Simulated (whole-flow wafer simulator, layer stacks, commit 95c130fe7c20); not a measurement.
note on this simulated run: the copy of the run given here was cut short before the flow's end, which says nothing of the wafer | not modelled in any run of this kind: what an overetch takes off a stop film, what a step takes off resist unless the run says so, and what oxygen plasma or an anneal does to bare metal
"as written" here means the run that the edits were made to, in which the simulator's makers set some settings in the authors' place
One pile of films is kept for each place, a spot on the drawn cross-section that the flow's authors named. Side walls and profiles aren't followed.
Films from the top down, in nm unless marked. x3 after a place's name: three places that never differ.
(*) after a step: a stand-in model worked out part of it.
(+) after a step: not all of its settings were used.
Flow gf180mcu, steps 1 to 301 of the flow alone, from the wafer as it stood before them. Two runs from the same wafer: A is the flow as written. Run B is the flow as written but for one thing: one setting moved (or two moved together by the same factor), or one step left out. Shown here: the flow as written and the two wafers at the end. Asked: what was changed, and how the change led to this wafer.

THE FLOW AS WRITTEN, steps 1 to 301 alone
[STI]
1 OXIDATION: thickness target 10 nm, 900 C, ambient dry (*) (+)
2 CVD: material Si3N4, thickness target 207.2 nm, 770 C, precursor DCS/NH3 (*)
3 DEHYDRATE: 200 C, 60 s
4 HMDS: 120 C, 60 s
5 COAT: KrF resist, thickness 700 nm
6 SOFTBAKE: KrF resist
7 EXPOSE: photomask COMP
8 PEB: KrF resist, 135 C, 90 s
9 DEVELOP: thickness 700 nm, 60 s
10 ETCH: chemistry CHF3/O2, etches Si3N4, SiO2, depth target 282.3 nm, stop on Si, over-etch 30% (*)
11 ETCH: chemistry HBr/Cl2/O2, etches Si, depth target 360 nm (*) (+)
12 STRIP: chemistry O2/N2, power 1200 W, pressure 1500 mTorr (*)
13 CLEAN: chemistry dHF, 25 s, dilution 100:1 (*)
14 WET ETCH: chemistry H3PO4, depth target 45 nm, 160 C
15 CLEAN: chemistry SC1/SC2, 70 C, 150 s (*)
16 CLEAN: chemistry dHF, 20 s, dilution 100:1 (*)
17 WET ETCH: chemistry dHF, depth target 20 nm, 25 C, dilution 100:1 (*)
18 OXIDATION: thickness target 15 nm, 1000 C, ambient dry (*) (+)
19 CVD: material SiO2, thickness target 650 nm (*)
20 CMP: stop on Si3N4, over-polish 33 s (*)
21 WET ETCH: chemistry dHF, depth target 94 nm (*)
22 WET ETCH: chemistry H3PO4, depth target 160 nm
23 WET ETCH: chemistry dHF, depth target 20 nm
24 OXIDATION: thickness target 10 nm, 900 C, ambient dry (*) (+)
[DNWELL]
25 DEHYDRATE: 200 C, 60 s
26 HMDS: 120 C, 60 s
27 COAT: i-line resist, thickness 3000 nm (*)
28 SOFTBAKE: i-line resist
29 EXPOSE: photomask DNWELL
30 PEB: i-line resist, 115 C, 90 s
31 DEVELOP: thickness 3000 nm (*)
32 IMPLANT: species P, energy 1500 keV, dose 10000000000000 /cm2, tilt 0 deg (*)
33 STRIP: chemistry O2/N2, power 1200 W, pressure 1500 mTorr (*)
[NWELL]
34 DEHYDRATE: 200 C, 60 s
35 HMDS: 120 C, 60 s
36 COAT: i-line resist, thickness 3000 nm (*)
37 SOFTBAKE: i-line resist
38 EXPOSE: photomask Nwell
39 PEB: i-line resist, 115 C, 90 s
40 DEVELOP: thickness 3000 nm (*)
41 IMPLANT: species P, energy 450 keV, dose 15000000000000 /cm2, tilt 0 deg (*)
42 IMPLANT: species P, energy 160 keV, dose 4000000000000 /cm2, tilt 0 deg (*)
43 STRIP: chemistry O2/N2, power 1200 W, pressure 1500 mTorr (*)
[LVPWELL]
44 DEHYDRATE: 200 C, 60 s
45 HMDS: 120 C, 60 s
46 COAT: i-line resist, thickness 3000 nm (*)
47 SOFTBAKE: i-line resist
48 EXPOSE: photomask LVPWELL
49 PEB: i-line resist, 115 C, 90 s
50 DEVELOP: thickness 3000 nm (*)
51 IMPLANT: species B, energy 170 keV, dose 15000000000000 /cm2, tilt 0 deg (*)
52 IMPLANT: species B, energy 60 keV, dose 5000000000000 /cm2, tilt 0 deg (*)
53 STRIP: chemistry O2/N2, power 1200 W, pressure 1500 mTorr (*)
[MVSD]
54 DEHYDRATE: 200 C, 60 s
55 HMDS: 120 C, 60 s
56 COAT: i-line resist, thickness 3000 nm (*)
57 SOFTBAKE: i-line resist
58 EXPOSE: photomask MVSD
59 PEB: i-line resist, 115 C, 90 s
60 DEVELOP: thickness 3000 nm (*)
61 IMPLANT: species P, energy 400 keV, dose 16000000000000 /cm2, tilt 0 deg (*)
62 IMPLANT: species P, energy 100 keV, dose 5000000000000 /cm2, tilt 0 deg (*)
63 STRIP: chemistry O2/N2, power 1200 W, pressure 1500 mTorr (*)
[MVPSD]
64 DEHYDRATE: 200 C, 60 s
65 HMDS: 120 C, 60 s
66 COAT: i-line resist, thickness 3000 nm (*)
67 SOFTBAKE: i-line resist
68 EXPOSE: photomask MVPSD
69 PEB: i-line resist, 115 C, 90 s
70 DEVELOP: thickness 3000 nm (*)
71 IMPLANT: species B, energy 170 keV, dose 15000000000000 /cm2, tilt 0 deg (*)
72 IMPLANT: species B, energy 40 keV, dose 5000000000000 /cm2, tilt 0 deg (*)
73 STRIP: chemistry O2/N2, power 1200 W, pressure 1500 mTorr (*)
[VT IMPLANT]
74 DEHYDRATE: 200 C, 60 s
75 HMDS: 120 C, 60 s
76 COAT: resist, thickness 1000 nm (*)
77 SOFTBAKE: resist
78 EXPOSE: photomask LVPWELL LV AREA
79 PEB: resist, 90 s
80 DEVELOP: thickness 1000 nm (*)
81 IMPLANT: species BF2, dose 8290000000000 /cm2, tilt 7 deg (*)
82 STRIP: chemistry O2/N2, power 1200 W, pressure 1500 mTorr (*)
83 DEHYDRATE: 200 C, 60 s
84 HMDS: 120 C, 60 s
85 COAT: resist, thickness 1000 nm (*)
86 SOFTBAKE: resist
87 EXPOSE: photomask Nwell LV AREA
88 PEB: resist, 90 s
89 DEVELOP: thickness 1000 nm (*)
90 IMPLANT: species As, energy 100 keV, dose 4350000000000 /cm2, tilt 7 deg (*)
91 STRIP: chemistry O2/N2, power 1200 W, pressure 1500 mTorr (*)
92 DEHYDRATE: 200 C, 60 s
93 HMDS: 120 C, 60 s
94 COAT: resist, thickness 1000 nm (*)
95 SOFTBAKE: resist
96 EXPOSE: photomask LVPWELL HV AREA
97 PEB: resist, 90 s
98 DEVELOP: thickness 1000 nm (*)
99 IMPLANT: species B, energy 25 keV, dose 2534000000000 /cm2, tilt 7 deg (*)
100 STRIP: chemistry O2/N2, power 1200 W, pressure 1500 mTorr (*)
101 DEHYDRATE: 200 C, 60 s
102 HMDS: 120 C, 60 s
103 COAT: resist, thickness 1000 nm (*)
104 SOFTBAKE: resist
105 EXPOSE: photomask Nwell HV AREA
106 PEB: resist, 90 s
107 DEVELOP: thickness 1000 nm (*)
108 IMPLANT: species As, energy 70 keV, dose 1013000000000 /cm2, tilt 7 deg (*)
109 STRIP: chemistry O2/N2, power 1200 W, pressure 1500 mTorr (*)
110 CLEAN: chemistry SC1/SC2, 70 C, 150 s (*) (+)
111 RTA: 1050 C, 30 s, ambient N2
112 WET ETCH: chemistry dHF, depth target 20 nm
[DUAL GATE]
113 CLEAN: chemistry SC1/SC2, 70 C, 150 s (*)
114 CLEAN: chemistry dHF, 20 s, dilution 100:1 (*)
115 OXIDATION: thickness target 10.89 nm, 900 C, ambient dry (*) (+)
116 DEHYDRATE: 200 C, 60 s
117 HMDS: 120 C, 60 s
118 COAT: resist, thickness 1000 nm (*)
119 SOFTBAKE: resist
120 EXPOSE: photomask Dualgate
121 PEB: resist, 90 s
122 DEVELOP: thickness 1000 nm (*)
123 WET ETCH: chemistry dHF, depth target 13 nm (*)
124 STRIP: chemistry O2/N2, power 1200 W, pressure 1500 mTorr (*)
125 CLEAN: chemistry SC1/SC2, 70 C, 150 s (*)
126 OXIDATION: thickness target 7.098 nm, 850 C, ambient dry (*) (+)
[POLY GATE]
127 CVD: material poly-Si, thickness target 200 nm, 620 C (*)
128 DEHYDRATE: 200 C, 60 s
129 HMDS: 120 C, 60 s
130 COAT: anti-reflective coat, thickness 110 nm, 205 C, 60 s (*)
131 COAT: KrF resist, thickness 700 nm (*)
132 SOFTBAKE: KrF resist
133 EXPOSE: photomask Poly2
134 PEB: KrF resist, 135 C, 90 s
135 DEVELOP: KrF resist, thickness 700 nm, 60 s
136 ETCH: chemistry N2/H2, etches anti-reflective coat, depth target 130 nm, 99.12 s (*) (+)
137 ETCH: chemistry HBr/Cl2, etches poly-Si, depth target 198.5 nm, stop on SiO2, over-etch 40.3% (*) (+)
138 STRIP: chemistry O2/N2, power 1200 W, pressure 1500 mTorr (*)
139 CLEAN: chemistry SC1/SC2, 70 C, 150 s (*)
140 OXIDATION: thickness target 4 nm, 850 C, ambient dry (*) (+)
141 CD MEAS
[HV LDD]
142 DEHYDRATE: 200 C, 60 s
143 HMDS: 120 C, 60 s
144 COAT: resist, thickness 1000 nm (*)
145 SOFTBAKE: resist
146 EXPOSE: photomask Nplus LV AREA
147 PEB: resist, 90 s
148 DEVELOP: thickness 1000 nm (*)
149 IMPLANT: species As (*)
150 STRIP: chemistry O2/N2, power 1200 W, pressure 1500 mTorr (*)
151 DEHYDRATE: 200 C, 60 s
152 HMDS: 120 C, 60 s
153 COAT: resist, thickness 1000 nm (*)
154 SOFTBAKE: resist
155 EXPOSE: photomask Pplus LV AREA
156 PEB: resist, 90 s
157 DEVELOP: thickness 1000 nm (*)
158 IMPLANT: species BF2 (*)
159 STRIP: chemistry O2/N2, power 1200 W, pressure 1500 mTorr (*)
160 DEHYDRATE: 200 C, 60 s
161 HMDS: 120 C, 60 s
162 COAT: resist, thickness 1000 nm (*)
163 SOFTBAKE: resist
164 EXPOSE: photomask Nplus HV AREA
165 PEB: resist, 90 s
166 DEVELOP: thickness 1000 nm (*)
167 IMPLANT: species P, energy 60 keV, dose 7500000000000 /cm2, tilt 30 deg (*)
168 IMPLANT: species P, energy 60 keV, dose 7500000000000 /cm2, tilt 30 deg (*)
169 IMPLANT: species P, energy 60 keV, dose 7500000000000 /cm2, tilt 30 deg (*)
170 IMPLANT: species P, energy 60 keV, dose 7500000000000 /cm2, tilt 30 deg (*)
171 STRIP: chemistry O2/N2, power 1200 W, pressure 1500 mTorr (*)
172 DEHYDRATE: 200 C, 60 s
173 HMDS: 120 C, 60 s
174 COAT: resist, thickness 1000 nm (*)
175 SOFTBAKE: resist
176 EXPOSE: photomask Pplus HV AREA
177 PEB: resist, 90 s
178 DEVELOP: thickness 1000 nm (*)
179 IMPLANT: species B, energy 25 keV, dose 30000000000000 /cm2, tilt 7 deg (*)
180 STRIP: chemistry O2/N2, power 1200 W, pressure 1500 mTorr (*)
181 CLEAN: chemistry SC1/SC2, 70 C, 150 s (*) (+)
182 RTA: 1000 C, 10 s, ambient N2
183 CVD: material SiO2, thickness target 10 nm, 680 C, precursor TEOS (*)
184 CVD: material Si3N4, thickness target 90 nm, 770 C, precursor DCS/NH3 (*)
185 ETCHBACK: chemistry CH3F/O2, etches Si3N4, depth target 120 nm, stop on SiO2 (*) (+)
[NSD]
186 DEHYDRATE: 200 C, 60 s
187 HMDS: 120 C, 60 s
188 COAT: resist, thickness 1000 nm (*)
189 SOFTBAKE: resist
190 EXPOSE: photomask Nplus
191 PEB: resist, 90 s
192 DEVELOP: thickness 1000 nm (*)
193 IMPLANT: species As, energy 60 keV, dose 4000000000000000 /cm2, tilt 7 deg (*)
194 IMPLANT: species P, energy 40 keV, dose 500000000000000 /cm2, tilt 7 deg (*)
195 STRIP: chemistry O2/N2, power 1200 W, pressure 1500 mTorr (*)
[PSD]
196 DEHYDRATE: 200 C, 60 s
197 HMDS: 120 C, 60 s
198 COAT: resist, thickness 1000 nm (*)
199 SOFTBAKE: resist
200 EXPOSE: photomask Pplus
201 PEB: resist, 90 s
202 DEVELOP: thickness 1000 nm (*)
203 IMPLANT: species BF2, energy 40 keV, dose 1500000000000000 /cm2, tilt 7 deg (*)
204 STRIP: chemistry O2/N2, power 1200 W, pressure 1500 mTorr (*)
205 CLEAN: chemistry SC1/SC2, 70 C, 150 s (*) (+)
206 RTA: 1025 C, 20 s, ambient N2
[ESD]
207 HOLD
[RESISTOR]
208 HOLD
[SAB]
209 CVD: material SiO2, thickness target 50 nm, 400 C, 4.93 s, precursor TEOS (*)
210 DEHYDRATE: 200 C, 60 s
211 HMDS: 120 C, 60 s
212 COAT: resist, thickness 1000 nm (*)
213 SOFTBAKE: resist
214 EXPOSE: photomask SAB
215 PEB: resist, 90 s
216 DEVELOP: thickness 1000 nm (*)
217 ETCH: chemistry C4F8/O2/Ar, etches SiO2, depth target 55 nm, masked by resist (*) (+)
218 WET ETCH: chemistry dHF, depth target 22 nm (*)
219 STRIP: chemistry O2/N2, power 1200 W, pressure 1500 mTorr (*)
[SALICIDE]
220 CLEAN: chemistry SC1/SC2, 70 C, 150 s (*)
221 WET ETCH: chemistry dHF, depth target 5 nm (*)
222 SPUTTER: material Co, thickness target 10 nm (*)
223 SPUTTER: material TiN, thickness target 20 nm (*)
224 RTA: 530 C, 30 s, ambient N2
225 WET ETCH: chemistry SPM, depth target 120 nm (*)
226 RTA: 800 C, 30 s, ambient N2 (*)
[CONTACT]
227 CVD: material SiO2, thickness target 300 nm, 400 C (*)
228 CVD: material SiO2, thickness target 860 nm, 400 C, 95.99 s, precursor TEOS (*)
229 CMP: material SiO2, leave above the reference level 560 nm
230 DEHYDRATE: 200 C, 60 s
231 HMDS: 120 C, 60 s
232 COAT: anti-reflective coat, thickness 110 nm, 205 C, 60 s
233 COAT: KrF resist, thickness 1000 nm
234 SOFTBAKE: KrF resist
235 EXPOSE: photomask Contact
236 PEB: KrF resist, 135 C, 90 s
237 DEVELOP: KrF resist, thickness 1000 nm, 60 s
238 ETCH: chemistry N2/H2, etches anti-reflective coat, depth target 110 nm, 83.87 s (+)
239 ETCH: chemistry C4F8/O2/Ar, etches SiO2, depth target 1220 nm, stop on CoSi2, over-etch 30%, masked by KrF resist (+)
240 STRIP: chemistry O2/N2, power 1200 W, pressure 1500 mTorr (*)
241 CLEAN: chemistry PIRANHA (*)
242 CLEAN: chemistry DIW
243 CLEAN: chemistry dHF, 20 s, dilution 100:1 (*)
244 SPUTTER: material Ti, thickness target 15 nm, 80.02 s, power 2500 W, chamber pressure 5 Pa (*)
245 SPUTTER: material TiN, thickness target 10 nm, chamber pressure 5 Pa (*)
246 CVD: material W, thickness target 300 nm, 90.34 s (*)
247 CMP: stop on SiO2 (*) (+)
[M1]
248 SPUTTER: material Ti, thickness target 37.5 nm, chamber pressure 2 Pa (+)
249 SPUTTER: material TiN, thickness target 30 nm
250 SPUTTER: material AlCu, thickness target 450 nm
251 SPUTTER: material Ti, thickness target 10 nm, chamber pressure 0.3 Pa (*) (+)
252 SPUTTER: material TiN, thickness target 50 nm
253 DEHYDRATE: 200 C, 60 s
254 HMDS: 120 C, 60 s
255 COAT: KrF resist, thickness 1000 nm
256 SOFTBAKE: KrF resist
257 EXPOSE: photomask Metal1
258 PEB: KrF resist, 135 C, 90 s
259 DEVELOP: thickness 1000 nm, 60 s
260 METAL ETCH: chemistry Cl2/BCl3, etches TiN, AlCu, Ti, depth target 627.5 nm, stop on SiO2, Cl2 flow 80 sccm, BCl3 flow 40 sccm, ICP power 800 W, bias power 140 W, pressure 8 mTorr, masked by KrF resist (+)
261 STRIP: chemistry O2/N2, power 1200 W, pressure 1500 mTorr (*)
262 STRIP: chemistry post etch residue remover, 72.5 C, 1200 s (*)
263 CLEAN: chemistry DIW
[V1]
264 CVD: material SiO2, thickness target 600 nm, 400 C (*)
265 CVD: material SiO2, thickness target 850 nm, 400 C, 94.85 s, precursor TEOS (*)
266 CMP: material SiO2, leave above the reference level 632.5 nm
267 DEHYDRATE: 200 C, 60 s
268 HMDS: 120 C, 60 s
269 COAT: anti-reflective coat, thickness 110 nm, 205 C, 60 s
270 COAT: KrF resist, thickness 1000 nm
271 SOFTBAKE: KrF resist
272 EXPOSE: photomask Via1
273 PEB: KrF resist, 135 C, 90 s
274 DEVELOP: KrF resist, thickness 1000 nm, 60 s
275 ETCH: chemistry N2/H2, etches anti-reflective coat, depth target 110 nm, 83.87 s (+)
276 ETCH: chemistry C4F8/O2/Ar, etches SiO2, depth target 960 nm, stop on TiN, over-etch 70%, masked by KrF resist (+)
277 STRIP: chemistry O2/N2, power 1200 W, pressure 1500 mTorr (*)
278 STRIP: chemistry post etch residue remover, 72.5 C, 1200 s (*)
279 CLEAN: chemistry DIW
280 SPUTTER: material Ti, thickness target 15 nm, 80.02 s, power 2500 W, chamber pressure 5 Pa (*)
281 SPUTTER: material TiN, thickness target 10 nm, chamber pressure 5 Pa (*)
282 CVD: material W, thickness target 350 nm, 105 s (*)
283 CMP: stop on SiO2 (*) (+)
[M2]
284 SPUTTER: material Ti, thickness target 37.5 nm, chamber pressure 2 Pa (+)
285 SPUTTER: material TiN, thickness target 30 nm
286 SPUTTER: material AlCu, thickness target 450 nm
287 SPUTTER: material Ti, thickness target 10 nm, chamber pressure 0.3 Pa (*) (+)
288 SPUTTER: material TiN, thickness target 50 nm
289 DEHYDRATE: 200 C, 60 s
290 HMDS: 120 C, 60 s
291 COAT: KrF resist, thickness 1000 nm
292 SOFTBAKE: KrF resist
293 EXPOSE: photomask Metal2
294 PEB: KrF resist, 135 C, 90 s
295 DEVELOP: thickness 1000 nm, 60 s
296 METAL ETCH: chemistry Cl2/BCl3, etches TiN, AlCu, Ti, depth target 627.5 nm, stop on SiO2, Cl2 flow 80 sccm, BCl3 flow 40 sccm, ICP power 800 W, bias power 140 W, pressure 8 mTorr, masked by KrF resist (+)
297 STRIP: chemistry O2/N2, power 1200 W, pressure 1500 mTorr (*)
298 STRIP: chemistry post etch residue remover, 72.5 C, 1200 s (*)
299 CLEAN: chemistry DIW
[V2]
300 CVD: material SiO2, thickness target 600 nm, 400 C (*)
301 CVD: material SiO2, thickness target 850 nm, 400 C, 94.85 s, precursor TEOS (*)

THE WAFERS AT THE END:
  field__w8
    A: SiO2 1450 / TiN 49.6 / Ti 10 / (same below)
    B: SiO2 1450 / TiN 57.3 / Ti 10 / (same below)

The cause: step 288, SPUTTER: thickness target 57.7 nm was run, where the flow has thickness target 50 nm.

How the change led to this, step by step:
  288 SPUTTER: material TiN, thickness target 50 nm
      field, field__w1, field__w2 and 108 more: A TiN +50 (new film) | B TiN +57.7 (new film)
  296 METAL ETCH: chemistry Cl2/BCl3, etches TiN, AlCu, Ti, depth target 627.5 nm, stop on SiO2, Cl2 flow 80 sccm, BCl3 flow 40 sccm, ICP power 800 W, bias power 140 W, pressure 8 mTorr, masked by KrF resist (+)
      field, field__w1, field__w2 and 103 more: A TiN -50 (all of it), Ti -10 (all of it), AlCu -450 (all of it), TiN -30 (all of it), Ti -37.5 (all of it) | B TiN -57.7 (all of it), Ti -10 (all of it), AlCu -450 (all of it), TiN -30 (all of it), Ti -37.5 (all of it)
